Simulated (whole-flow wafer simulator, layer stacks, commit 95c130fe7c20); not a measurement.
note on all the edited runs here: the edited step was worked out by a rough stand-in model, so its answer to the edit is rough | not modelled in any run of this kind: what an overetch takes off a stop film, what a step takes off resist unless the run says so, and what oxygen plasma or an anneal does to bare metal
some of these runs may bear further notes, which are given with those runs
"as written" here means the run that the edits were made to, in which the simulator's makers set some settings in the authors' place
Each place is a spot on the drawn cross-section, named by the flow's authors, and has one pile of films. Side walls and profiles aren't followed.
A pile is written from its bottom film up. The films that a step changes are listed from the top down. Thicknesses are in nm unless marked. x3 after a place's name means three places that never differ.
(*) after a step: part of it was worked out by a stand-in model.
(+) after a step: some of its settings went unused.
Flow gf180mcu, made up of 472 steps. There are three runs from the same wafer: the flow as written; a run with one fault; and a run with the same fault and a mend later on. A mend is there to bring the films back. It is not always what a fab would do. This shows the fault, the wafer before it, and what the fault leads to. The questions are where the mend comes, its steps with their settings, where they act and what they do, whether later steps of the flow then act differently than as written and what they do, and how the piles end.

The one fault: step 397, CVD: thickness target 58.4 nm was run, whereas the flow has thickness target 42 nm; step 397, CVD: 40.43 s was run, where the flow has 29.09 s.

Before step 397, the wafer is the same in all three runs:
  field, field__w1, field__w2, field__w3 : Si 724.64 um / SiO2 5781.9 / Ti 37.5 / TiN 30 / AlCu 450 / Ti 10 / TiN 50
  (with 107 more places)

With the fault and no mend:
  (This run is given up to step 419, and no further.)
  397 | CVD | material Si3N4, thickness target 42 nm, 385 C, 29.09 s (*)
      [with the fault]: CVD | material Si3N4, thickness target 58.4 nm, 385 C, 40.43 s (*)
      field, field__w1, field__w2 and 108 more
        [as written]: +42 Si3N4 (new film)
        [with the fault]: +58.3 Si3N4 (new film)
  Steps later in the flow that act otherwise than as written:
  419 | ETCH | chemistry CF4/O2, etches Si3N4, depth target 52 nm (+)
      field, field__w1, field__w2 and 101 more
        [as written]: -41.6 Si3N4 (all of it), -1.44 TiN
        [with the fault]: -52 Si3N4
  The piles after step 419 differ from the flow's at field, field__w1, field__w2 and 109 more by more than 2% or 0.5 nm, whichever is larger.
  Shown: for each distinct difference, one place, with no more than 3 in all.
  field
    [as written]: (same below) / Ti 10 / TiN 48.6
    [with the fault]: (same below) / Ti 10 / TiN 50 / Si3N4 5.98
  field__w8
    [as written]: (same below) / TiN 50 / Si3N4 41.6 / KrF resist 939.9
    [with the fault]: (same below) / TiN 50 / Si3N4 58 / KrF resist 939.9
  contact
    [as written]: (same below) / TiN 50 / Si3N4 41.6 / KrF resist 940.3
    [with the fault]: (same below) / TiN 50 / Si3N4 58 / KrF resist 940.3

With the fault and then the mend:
  The mend stands after step 397.
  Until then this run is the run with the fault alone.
  397a | WET ETCH | chemistry H3PO4, depth target 16.4 nm, 160 C (a further turn of the flow's step 14, with different settings)
      field, field__w1, field__w2 and 108 more
        -16.4 Si3N4
  Later steps of the flow that are run all act as written at every place that is followed, up to a difference of at most 2% or 0.5 nm, whichever is larger.
  The piles end only slightly different from the flow's at the places that both follow, by no more than 2% or 0.5 nm, whichever is larger.
